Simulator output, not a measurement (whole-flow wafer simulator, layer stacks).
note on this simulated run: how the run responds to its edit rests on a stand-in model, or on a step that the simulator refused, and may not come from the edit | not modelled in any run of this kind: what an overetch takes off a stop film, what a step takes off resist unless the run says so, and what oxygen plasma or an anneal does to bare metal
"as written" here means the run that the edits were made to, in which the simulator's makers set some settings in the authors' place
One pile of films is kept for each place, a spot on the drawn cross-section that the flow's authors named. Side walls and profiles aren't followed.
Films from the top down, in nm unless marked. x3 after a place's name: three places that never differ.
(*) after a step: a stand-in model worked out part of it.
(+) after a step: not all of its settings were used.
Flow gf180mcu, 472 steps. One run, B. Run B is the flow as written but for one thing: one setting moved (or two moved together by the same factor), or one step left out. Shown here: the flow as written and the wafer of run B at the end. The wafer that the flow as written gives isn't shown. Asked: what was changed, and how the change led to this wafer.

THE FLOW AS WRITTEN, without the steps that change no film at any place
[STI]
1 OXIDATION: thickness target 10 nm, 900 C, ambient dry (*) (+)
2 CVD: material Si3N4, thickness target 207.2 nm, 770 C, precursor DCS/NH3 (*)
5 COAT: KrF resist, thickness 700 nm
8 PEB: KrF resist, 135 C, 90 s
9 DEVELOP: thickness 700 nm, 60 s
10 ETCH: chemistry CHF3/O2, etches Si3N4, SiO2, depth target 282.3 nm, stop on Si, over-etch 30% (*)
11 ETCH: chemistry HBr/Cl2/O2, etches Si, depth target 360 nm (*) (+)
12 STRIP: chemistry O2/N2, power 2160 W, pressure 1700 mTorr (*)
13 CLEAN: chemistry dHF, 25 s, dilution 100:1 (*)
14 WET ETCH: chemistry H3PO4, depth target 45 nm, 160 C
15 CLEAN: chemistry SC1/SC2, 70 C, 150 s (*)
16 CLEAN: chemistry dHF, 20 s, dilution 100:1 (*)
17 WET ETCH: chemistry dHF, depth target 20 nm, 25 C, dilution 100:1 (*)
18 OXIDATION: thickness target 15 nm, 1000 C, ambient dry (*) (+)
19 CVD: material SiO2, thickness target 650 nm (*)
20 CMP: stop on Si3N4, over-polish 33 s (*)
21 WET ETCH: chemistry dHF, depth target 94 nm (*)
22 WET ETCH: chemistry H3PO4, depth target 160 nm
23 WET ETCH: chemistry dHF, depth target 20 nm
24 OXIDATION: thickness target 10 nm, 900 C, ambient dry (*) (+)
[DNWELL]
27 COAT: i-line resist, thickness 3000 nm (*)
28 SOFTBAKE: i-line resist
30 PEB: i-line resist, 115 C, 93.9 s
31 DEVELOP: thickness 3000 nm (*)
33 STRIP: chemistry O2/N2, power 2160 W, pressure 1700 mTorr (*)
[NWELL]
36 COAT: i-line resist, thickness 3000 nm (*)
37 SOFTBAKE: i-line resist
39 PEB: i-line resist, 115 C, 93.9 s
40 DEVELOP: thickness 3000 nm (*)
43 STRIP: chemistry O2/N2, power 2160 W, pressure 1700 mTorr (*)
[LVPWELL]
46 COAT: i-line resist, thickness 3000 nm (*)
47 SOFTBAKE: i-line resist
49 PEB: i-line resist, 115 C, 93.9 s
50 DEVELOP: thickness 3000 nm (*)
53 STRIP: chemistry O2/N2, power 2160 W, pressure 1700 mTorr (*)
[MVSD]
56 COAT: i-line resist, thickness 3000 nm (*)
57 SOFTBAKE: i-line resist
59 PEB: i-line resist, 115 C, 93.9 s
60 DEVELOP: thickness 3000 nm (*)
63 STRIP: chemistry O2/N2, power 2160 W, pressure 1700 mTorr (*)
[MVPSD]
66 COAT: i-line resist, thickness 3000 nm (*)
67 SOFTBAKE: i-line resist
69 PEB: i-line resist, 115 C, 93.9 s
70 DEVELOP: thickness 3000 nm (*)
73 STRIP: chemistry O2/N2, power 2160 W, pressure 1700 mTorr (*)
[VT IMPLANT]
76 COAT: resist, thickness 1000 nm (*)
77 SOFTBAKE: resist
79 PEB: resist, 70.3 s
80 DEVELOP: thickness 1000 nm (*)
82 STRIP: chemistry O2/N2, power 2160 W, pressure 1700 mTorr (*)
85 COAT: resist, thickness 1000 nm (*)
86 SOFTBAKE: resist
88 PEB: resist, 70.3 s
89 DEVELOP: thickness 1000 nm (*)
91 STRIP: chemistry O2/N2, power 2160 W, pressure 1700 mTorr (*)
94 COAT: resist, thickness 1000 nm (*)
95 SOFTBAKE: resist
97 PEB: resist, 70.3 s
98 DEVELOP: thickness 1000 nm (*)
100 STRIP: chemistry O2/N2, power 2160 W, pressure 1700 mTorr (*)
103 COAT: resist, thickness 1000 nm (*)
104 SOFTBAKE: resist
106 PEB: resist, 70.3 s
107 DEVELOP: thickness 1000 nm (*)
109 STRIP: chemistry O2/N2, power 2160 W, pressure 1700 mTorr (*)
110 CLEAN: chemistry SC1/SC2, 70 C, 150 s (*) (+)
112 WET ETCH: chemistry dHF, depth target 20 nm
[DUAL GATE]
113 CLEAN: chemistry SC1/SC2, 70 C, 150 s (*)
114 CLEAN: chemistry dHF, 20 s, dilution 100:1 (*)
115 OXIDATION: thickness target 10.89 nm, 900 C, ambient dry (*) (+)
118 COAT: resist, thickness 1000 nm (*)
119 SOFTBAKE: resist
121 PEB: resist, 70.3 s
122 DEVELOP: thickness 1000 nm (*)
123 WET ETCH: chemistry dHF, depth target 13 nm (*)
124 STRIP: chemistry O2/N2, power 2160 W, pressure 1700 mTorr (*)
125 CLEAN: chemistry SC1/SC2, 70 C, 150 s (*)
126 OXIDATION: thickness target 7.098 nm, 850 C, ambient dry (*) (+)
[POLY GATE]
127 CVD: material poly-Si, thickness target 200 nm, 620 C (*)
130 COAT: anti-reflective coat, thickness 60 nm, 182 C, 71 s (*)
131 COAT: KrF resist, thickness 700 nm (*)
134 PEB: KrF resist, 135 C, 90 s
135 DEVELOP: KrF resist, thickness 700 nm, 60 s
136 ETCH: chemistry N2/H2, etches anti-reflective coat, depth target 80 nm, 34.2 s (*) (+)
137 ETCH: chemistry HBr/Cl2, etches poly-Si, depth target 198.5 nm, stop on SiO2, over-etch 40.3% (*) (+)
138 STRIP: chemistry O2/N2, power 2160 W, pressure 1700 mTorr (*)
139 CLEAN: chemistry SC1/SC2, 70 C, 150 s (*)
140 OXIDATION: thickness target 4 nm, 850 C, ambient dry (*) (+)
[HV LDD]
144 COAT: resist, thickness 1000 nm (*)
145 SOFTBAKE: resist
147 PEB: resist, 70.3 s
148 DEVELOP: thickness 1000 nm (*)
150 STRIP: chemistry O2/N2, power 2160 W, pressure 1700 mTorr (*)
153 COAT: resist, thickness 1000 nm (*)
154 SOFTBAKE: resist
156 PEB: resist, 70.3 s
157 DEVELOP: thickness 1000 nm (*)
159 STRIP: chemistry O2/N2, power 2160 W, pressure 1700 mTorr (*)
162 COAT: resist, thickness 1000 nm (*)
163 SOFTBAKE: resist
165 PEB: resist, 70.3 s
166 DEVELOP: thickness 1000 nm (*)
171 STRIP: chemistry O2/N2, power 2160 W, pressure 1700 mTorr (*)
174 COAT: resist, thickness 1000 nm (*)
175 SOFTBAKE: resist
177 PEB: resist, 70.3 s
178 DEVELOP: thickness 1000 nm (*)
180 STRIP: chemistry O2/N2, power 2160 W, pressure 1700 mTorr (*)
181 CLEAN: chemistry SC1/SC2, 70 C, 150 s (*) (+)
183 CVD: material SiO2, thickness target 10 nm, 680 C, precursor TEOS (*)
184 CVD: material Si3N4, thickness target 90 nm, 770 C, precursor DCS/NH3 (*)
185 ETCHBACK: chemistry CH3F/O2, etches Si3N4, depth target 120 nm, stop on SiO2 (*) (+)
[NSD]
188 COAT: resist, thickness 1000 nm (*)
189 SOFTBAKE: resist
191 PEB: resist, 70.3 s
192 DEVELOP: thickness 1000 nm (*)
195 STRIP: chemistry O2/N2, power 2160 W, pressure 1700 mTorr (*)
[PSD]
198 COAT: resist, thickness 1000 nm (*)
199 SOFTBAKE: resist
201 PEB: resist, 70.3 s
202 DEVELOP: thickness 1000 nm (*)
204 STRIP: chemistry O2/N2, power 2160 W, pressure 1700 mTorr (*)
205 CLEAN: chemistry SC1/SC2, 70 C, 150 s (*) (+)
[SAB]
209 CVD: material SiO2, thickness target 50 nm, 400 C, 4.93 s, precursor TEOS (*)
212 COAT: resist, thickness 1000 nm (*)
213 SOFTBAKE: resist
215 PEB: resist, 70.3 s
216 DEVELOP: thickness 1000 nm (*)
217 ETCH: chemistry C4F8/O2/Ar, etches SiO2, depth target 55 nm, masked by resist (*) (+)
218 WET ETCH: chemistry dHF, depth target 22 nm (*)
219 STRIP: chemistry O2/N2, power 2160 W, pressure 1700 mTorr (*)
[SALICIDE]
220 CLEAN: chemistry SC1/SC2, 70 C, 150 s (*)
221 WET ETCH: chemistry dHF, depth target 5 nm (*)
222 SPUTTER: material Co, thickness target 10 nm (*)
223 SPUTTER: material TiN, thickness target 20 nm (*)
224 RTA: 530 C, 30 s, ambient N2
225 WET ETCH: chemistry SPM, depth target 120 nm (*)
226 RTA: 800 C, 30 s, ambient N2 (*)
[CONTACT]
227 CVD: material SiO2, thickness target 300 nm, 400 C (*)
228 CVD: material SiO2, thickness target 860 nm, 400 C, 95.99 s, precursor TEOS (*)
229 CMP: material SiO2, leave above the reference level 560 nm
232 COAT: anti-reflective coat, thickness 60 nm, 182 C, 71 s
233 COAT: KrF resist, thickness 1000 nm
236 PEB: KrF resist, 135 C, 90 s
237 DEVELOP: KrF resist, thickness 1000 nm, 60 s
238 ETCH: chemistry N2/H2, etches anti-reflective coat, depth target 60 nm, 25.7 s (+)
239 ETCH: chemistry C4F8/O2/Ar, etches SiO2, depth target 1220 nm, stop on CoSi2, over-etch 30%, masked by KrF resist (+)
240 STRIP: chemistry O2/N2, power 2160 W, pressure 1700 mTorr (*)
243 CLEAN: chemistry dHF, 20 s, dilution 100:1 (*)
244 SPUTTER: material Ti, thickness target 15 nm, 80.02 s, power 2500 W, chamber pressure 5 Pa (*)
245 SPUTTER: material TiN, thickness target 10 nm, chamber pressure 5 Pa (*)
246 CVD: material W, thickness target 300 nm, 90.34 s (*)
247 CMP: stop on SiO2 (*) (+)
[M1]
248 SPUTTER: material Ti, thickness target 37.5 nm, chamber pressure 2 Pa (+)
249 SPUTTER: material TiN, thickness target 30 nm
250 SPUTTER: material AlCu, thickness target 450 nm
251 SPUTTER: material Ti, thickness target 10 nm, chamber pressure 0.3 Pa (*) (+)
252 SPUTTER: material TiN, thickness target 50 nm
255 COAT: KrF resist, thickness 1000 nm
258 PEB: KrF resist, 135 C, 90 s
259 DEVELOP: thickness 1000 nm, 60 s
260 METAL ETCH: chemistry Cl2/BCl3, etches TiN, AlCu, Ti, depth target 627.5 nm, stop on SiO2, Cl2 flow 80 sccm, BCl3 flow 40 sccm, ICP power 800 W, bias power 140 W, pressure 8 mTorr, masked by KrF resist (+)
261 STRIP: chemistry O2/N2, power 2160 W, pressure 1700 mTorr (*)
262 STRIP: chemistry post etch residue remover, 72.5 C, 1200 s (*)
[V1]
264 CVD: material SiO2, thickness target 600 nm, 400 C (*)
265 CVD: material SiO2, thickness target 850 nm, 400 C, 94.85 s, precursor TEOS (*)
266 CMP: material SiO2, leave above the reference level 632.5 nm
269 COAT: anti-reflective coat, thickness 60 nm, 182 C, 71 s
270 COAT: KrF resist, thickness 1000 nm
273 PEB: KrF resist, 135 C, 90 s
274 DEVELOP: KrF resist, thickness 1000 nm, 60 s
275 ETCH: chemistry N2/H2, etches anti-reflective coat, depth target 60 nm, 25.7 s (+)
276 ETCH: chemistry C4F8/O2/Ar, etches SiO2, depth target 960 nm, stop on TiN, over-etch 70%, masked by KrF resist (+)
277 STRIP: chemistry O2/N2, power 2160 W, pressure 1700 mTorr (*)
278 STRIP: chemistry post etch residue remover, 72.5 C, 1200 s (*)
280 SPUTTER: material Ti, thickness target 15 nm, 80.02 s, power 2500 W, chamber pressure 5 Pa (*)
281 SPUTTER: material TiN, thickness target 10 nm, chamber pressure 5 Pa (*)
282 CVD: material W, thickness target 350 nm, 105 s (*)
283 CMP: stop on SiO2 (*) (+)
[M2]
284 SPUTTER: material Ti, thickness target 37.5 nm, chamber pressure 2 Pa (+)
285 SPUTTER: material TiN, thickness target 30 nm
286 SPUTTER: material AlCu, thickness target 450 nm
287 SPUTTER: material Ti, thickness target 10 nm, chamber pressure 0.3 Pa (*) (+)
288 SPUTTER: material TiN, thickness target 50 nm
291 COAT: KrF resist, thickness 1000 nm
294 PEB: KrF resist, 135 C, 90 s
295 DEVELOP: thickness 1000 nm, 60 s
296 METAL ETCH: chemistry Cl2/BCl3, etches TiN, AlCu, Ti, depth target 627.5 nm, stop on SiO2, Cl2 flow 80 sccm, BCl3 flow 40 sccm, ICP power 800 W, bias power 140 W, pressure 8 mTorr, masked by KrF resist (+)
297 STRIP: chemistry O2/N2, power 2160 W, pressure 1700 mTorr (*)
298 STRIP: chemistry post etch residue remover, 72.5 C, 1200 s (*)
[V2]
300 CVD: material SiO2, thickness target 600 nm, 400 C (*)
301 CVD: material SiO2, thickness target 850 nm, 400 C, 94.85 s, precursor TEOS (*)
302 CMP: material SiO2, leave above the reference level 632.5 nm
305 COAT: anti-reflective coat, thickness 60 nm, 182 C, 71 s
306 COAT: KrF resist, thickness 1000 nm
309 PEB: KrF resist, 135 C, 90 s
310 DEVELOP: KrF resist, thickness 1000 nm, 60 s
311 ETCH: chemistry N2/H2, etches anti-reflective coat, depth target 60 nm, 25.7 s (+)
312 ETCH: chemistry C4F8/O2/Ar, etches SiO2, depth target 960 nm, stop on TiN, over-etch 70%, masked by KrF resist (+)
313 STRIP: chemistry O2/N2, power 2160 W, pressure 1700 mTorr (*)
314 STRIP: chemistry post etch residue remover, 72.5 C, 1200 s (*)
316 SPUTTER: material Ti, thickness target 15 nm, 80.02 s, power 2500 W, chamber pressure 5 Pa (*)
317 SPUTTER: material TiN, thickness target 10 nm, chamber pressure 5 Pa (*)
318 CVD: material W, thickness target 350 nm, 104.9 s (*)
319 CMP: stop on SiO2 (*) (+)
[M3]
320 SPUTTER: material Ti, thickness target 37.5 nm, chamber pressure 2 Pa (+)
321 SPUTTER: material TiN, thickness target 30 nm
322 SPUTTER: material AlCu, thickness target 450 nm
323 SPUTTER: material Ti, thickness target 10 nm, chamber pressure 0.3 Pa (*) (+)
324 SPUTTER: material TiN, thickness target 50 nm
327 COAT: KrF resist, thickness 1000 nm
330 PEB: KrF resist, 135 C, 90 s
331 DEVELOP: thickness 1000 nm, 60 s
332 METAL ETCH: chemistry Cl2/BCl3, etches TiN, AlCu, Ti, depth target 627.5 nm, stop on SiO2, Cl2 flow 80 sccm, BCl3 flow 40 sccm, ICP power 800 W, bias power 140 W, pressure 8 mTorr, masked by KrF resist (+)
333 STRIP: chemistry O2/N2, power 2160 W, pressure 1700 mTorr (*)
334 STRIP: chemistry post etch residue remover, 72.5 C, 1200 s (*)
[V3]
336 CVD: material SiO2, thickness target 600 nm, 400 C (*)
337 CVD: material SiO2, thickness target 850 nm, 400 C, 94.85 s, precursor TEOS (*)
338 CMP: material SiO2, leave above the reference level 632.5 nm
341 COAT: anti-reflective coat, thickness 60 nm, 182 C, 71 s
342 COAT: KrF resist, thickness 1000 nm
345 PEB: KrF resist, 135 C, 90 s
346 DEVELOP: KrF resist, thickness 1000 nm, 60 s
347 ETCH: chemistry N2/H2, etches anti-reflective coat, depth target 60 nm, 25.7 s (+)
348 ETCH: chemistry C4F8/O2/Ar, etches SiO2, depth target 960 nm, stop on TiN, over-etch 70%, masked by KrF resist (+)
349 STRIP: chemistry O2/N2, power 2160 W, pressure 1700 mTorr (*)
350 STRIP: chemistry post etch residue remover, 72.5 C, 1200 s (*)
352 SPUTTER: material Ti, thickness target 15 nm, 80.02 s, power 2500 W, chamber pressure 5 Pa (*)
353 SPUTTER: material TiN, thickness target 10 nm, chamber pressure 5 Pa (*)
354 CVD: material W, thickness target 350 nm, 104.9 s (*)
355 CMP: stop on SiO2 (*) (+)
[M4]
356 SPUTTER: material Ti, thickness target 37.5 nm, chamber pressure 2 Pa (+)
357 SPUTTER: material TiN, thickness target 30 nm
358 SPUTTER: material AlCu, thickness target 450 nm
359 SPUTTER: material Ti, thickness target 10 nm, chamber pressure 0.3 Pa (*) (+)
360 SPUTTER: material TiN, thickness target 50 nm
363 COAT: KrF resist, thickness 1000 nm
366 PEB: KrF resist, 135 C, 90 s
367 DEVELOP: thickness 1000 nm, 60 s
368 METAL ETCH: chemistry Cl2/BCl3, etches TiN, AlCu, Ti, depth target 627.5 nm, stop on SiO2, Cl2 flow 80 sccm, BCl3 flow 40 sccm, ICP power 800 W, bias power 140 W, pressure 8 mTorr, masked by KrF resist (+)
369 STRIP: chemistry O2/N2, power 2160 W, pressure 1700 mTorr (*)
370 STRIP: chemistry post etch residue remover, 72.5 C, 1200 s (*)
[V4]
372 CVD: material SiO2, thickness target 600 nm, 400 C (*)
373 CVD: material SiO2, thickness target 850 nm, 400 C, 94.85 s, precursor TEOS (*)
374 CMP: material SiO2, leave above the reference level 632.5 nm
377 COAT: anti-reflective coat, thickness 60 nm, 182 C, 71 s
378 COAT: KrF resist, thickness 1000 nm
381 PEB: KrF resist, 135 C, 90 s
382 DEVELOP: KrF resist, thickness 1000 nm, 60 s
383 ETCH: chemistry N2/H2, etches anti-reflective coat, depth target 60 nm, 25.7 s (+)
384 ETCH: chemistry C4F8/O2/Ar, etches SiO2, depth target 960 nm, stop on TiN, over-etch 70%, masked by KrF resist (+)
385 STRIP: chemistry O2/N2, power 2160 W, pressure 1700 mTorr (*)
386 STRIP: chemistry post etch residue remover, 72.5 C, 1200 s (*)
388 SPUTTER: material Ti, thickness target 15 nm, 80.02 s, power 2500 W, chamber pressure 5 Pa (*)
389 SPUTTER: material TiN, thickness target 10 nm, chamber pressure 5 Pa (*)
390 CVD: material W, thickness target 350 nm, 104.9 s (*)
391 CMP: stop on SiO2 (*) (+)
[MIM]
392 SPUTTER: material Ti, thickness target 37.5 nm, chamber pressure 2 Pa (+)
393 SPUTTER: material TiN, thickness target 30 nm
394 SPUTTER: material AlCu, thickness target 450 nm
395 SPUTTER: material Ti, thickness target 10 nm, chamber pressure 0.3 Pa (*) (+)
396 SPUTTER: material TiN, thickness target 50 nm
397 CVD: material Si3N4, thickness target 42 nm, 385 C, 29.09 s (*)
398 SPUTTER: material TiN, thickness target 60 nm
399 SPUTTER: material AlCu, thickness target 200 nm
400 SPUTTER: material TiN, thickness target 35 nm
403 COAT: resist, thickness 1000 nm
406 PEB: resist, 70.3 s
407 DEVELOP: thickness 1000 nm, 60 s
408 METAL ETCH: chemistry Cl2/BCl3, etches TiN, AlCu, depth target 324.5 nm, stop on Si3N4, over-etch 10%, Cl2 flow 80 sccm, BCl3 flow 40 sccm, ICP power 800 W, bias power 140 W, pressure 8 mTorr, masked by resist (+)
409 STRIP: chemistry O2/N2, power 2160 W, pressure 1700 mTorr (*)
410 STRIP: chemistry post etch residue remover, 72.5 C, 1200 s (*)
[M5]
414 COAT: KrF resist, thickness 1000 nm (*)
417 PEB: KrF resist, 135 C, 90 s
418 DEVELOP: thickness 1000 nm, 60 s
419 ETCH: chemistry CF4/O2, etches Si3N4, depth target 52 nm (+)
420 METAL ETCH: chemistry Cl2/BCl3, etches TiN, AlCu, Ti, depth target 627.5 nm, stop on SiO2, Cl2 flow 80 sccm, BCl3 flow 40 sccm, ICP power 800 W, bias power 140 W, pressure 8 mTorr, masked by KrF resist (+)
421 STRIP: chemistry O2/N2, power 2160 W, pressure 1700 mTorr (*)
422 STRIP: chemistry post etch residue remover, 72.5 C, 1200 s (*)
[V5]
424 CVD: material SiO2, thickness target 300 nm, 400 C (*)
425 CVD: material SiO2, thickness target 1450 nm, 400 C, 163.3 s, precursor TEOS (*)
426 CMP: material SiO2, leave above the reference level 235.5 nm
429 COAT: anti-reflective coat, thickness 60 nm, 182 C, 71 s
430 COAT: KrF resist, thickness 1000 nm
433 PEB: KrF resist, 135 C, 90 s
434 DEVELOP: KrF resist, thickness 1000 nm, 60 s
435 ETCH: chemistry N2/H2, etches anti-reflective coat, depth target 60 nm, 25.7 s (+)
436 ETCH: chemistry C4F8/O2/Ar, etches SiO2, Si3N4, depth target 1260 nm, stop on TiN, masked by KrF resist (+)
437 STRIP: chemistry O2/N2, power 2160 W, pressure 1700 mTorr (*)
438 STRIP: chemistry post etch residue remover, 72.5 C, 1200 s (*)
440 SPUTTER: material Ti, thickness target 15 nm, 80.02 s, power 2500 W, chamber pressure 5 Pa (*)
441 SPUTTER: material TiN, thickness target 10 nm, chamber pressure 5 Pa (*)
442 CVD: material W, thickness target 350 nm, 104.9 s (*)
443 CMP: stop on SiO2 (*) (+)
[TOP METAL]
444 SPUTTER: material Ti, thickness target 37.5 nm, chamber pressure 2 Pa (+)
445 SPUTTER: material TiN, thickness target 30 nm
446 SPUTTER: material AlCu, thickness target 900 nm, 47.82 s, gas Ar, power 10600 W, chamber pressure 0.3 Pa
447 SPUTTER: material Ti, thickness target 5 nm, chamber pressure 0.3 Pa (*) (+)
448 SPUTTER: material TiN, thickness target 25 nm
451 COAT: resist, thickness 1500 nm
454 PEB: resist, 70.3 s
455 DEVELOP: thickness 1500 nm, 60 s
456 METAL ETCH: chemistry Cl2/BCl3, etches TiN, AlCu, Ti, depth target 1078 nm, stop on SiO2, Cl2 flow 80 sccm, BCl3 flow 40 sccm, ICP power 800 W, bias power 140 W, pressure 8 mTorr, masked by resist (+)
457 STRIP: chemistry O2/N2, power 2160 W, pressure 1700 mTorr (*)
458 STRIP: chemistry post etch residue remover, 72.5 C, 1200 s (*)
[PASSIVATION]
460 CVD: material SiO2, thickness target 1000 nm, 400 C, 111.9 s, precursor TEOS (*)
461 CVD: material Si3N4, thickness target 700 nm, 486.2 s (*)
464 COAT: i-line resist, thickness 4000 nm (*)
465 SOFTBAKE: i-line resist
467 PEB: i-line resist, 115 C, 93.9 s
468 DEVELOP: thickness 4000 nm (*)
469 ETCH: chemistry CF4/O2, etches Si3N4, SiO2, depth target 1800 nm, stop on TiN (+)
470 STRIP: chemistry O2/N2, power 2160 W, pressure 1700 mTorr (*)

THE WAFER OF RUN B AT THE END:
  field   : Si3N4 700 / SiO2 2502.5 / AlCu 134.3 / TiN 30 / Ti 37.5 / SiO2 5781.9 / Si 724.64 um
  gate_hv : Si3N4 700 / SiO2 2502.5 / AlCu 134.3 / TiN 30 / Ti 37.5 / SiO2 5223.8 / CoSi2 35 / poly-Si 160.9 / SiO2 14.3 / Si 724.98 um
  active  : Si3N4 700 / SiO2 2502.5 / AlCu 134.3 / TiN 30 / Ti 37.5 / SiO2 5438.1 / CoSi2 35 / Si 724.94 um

The cause: step 394, SPUTTER: thickness target 709 nm was run, where the flow has thickness target 450 nm.

How the change led to this, step by step:
  394 SPUTTER: material AlCu, thickness target 450 nm
      field, field__w1, field__w2 and 108 more: AlCu +709 (new film) (as written it would be: AlCu +450 (new film))
  420 METAL ETCH: chemistry Cl2/BCl3, etches TiN, AlCu, Ti, depth target 627.5 nm, stop on SiO2, Cl2 flow 80 sccm, BCl3 flow 40 sccm, ICP power 800 W, bias power 140 W, pressure 8 mTorr, masked by KrF resist (+)
      field, field__w1, field__w2 and 101 more: TiN -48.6 (all of it), Ti -10 (all of it), AlCu -568.9 (as written it would be: TiN -48.6 (all of it), Ti -10 (all of it), AlCu -450 (all of it), TiN -30 (all of it), Ti -37.5 (all of it))
  422 STRIP: chemistry post etch residue remover, 72.5 C, 1200 s (*)
      field, field__w1, field__w2 and 101 more: AlCu -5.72 (as written it would be: nothing)
  424 CVD: material SiO2, thickness target 300 nm, 400 C (*)
      field, field__w1, field__w2 and 101 more: SiO2 +300 (new film) (as written it would be: SiO2 +300)
  426 CMP: material SiO2, leave above the reference level 235.5 nm
      field, field__w1, field__w5 and 92 more: SiO2 -243.7 (as written it would be: SiO2 -300.8)
      field__w2, field__w3, field__w12 and 6 more: SiO2 -212.9 (as written it would be: SiO2 -272.7)
Counting metal films that touch as one body, field has 1 body; the flow as written gives 0 bodies.
Counting metal films that touch as one body, gate_hv has 2 bodies (between them, from the top down: SiO2 5223.8); the flow as written gives 1 body.
Counting metal films that touch as one body, active has 2 bodies (between them, from the top down: SiO2 5438.1); the flow as written gives 1 body.
